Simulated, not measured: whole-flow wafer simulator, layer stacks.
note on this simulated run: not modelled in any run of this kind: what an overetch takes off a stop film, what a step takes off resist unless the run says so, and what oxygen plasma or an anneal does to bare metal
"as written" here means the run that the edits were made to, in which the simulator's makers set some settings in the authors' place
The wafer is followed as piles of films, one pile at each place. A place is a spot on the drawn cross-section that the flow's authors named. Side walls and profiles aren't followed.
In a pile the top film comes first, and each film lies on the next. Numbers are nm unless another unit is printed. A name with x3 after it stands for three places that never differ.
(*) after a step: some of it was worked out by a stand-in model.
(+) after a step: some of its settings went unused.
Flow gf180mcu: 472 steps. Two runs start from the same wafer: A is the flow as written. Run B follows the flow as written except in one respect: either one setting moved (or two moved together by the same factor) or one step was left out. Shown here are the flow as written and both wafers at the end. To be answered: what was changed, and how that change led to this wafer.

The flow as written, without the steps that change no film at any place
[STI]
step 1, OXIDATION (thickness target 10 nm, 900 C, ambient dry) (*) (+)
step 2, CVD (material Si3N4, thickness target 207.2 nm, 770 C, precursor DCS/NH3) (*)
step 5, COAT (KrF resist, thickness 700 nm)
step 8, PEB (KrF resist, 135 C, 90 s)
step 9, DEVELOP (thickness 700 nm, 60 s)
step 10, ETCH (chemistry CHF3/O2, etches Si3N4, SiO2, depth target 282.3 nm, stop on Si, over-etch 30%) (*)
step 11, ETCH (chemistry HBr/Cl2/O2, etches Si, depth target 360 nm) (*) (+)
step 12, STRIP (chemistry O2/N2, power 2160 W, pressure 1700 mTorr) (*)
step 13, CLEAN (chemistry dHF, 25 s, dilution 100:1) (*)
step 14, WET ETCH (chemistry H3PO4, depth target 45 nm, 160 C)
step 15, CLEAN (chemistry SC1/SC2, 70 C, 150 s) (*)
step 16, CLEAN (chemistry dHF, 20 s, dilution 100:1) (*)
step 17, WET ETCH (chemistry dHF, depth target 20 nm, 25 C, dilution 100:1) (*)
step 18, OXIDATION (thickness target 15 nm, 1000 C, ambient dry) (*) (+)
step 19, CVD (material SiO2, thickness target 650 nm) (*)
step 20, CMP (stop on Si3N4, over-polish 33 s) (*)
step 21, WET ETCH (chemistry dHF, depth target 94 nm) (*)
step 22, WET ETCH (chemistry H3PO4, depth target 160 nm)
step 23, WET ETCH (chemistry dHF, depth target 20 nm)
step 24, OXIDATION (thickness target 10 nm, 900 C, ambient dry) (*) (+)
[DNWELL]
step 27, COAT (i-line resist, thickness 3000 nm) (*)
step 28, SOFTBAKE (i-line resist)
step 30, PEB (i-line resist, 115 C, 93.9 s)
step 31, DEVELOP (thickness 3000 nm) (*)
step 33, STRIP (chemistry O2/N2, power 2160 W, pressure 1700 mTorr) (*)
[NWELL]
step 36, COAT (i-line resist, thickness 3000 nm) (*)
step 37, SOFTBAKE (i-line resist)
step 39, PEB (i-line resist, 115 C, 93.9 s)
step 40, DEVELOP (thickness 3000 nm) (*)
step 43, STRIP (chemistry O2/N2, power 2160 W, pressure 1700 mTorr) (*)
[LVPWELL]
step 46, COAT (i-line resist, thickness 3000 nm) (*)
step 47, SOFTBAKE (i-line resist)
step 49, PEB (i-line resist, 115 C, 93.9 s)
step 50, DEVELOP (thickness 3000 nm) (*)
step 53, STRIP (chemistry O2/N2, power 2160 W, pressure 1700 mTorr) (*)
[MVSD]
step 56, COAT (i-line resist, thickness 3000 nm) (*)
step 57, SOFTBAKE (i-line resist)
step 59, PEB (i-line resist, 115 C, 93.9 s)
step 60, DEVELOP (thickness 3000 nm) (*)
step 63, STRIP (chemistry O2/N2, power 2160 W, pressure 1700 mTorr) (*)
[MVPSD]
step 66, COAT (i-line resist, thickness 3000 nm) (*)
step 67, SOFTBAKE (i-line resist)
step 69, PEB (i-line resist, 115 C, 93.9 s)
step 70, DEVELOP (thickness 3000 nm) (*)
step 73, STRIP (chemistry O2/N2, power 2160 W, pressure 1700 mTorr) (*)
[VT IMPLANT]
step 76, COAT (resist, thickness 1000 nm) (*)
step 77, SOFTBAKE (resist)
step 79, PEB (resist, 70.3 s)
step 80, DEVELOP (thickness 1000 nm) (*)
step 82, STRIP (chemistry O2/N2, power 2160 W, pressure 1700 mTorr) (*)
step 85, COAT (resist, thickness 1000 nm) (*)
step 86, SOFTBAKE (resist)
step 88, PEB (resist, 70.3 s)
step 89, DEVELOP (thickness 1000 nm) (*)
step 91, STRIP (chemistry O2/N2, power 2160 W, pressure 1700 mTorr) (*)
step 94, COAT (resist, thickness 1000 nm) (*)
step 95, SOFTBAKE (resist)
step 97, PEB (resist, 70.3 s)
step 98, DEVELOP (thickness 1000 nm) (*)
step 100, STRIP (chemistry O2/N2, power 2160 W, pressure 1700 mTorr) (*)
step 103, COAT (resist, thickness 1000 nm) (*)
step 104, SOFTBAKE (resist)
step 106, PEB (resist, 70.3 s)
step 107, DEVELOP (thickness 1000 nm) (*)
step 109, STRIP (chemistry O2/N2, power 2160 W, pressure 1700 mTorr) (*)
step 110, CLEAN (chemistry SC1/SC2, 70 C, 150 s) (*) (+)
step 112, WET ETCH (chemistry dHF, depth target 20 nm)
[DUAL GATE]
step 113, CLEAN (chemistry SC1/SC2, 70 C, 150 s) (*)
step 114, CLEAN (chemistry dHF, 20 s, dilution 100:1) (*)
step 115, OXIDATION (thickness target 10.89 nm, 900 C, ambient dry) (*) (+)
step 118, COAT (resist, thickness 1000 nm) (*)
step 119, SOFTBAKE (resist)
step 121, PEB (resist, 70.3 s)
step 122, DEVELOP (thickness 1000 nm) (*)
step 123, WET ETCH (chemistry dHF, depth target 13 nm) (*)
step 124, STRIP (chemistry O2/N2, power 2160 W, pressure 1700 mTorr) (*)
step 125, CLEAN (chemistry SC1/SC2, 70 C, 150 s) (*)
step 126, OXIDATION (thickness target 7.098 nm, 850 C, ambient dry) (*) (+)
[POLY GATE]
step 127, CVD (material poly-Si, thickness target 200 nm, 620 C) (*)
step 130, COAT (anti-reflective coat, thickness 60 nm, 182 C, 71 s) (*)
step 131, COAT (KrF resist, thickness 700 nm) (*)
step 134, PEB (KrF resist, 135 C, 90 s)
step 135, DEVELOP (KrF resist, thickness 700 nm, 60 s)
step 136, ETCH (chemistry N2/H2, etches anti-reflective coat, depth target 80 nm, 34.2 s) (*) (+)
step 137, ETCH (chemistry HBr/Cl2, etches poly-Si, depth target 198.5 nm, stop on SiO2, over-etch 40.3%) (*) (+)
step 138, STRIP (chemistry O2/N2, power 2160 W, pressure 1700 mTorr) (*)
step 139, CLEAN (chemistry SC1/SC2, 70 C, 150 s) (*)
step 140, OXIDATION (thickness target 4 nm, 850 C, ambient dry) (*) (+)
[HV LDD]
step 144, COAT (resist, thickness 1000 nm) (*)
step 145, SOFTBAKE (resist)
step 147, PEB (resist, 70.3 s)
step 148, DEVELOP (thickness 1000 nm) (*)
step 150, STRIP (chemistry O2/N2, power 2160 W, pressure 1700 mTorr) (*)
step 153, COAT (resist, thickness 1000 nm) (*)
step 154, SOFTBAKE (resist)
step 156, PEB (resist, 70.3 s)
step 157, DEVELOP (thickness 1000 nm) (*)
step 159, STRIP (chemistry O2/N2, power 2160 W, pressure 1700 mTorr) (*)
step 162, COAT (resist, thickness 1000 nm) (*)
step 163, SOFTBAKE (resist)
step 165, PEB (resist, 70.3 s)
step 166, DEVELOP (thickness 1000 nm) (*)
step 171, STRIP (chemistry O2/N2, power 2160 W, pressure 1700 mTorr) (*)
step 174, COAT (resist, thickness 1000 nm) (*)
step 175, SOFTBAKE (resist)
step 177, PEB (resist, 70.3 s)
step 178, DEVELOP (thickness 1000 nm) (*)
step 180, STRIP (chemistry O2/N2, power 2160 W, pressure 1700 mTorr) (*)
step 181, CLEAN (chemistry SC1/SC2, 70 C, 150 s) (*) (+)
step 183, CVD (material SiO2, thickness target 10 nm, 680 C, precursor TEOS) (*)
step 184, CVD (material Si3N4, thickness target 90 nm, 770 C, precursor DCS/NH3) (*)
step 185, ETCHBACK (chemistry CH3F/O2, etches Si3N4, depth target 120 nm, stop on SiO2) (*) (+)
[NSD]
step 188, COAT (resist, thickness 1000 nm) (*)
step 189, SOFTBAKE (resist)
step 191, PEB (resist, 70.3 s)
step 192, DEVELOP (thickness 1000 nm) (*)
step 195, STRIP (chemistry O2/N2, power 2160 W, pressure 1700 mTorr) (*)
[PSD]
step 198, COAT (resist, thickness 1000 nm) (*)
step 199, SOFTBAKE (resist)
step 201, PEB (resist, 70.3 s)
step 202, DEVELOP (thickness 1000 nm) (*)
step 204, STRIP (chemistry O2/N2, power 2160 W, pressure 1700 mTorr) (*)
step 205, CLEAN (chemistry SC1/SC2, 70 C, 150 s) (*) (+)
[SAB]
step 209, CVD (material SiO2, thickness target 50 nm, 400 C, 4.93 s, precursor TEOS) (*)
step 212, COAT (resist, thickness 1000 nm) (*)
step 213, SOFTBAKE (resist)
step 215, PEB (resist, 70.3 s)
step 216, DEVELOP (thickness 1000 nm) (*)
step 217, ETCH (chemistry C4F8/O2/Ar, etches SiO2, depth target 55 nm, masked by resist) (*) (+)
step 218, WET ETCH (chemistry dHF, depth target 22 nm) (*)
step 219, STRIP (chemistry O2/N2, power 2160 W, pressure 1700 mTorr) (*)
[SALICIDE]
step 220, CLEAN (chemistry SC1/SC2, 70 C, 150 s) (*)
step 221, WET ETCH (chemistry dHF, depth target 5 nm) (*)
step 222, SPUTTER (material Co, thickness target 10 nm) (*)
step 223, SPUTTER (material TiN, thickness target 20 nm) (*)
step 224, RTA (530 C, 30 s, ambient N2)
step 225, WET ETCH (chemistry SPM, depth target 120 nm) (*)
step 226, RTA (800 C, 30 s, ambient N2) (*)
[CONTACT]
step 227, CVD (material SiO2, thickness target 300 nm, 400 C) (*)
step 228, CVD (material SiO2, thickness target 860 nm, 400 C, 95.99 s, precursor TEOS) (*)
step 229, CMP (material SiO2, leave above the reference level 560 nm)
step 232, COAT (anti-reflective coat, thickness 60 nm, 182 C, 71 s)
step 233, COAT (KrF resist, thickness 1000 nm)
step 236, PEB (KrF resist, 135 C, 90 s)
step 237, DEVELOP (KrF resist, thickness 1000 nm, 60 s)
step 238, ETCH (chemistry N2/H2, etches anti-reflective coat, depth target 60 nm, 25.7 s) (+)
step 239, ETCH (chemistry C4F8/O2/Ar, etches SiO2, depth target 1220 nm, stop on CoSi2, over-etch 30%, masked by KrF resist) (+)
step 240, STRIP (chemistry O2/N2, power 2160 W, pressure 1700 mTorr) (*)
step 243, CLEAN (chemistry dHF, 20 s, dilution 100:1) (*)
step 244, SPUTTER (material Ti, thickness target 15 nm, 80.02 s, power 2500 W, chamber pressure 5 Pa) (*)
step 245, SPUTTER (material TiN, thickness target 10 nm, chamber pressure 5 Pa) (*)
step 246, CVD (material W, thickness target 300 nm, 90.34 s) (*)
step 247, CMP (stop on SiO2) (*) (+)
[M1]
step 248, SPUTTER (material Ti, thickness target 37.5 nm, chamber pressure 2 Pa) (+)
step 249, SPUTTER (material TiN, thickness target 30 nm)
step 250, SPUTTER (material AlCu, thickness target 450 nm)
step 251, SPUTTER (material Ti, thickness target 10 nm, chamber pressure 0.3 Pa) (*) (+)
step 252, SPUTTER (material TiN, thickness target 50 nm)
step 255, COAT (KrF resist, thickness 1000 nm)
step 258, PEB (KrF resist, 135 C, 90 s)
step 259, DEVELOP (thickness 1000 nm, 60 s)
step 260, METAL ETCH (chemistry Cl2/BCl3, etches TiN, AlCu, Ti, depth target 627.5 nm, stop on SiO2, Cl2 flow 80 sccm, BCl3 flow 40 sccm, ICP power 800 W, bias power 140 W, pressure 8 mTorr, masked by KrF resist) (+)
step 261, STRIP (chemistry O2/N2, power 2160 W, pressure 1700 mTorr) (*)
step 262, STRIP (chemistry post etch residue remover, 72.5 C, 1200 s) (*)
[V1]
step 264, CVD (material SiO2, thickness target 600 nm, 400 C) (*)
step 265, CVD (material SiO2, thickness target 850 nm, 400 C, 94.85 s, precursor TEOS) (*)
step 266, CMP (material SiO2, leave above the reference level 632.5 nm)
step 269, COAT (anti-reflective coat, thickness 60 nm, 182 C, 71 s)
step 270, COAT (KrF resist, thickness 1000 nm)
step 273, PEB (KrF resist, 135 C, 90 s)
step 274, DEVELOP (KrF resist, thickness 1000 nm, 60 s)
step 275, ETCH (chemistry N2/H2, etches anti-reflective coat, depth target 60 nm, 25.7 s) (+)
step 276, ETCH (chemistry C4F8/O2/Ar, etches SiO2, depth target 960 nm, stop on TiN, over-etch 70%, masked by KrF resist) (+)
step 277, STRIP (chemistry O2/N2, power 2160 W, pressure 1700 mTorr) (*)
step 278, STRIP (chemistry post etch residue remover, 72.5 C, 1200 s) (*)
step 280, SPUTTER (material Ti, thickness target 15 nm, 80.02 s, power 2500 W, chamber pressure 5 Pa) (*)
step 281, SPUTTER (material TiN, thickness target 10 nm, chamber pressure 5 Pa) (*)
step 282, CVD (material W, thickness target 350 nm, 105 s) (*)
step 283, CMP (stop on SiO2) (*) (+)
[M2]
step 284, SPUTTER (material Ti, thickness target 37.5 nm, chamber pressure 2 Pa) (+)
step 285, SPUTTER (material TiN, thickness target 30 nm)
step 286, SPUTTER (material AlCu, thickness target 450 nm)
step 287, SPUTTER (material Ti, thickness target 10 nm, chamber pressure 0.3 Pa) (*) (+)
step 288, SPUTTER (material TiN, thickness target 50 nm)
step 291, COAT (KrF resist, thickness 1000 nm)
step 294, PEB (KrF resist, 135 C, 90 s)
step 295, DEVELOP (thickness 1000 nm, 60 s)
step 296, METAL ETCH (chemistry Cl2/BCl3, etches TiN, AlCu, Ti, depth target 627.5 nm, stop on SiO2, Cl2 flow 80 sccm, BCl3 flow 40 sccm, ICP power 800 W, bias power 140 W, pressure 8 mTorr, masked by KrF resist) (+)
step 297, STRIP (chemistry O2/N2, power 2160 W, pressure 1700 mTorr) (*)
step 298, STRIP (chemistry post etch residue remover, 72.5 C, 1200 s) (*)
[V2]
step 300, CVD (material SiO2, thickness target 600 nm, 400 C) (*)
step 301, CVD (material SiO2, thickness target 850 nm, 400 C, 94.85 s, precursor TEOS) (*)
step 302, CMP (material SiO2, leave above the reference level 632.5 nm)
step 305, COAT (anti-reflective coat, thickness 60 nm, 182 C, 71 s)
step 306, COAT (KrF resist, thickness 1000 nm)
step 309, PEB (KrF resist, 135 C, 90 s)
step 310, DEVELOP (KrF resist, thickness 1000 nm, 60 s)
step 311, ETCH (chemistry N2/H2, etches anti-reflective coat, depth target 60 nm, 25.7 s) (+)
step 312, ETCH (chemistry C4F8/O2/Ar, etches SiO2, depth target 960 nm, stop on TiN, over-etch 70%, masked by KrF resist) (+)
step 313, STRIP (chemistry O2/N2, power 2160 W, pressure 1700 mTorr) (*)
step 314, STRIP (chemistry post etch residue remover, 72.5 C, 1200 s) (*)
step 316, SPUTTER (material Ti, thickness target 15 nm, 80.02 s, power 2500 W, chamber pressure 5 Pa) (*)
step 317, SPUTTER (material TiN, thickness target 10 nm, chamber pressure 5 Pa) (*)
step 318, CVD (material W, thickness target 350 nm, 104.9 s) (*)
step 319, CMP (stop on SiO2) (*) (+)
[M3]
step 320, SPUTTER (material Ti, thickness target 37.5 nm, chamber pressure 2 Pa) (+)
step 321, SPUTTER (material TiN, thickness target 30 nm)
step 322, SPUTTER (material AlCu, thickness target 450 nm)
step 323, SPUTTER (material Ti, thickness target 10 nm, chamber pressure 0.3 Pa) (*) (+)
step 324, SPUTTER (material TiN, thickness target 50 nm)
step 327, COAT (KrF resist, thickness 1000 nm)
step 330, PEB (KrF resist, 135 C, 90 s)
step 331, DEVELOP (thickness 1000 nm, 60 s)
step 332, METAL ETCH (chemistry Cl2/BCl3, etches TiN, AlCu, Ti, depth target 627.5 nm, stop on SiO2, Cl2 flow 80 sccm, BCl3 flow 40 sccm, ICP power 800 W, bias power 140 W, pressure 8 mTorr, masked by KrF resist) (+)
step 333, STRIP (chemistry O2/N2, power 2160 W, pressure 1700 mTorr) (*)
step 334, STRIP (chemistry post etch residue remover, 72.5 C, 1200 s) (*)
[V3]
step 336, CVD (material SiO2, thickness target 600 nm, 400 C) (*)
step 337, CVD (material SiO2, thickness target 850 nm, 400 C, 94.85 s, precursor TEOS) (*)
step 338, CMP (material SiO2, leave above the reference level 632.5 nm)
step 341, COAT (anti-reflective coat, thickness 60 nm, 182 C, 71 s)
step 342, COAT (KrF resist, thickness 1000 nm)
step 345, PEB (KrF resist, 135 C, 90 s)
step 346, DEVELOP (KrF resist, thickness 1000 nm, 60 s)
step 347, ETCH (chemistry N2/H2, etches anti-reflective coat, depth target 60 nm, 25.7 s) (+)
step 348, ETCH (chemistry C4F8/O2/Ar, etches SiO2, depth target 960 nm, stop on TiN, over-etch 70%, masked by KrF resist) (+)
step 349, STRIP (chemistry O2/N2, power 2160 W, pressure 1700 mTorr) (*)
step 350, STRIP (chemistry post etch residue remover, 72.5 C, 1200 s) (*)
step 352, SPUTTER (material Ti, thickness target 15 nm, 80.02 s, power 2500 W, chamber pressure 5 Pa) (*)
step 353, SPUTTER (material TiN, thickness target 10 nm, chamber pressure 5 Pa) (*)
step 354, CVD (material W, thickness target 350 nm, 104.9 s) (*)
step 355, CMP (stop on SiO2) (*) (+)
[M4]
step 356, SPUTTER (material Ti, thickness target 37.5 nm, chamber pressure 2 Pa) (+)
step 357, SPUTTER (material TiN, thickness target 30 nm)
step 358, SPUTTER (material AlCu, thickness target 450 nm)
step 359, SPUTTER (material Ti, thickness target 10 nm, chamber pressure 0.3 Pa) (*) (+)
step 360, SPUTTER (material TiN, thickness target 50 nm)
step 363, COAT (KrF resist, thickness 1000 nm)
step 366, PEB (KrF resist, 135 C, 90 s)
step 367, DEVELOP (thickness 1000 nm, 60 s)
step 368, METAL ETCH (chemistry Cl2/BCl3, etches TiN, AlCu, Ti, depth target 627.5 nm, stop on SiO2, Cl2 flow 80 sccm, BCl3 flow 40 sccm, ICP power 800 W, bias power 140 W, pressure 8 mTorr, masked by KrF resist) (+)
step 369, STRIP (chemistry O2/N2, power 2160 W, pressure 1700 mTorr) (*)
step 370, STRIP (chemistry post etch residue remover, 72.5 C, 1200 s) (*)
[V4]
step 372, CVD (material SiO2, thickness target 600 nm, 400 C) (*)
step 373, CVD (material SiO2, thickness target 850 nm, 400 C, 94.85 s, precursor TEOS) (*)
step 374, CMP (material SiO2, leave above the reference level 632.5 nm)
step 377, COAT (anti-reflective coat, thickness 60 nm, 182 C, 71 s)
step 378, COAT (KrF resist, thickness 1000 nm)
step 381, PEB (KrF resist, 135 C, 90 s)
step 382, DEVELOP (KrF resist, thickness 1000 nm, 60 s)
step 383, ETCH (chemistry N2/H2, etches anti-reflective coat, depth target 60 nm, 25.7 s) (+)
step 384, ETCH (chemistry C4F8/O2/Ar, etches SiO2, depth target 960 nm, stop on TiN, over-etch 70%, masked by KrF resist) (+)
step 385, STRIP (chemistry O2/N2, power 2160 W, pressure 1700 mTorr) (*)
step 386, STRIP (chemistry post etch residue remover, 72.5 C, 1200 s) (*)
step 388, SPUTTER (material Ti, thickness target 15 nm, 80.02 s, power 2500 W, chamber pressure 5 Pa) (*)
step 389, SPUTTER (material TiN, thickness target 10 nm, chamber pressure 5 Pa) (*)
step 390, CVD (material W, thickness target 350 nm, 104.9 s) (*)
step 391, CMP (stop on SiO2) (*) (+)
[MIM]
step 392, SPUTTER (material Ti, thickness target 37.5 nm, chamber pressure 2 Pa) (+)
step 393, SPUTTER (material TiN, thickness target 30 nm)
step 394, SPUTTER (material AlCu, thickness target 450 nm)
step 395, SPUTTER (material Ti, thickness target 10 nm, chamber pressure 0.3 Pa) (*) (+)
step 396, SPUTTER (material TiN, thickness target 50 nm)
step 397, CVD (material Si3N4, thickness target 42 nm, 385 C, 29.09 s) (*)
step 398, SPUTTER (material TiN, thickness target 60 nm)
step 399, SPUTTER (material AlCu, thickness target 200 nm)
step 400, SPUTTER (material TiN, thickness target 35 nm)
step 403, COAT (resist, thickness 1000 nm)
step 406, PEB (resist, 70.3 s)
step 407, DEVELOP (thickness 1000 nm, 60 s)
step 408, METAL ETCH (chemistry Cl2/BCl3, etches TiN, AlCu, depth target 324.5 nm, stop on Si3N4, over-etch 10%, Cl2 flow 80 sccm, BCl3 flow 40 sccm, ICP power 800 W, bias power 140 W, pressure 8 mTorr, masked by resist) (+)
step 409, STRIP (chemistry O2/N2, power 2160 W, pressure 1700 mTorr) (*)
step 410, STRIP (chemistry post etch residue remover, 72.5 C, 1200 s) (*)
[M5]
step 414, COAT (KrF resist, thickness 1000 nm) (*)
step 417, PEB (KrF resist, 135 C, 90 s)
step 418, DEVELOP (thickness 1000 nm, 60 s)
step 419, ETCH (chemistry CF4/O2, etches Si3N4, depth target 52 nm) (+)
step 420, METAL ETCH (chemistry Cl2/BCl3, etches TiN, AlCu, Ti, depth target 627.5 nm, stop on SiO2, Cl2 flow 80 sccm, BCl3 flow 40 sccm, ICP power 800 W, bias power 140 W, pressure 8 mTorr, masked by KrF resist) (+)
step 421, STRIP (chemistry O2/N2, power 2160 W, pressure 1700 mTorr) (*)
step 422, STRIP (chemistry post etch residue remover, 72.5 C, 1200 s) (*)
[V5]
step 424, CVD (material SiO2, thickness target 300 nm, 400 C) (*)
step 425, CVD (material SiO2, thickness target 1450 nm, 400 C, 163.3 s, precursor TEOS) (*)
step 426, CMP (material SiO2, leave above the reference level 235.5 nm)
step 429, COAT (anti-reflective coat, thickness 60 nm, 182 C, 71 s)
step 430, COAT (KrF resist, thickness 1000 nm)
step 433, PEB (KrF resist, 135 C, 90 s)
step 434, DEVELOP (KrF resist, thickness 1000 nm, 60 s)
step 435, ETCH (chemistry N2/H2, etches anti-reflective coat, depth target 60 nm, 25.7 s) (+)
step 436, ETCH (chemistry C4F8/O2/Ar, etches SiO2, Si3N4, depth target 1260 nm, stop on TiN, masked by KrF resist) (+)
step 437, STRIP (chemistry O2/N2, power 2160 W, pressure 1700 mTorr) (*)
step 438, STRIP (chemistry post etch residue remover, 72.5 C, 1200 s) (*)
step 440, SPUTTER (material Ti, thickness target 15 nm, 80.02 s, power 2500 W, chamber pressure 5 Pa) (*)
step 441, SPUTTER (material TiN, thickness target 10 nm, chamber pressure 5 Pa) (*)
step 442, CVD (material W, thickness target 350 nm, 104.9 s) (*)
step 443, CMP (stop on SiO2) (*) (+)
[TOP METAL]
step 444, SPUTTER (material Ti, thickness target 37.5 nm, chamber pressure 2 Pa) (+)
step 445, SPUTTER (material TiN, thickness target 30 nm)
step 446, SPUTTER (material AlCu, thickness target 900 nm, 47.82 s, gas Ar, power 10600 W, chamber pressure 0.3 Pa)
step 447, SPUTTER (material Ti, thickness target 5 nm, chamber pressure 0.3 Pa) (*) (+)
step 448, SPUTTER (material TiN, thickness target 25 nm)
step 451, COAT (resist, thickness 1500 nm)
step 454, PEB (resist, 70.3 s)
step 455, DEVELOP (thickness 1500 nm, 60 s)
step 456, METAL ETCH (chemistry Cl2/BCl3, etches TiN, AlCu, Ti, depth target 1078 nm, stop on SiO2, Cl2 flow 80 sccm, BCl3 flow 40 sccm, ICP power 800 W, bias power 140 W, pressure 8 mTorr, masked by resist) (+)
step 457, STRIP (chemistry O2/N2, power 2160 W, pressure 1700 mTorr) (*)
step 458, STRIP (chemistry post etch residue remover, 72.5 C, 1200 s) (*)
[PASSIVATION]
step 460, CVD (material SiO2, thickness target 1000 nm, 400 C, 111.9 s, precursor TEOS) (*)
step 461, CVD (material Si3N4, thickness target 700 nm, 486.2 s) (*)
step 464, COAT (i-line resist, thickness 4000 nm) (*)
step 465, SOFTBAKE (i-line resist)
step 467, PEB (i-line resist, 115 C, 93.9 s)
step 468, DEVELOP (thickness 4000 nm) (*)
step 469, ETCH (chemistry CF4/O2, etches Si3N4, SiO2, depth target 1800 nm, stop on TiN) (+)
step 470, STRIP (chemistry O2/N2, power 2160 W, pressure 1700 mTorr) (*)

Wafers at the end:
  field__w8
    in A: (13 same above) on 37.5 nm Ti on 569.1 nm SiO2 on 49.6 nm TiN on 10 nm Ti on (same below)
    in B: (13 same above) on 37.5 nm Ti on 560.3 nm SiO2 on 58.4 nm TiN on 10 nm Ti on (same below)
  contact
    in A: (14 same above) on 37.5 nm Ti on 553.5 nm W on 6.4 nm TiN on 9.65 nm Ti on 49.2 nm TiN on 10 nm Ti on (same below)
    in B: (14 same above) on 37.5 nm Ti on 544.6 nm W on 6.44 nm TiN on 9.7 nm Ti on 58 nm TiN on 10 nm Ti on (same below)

What caused this: step 360, SPUTTER: thickness target 58.8 nm was run, while the flow as written has thickness target 50 nm.

The path from the change to this, step by step:
  step 360, SPUTTER (material TiN, thickness target 50 nm)
      field, field__w1, field__w2 and 108 more: A TiN gains 50 (new film) | B TiN gains 58.8 (new film)
  step 368, METAL ETCH (chemistry Cl2/BCl3, etches TiN, AlCu, Ti, depth target 627.5 nm, stop on SiO2, Cl2 flow 80 sccm, BCl3 flow 40 sccm, ICP power 800 W, bias power 140 W, pressure 8 mTorr, masked by KrF resist) (+)
      field, field__w1, field__w2 and 103 more: A TiN loses 50 (all of it), Ti loses 10 (all of it), AlCu loses 450 (all of it), TiN loses 30 (all of it), Ti loses 37.5 (all of it) | B TiN loses 58.8 (all of it), Ti loses 10 (all of it), AlCu loses 450 (all of it), TiN loses 30 (all of it), Ti loses 37.5 (all of it)
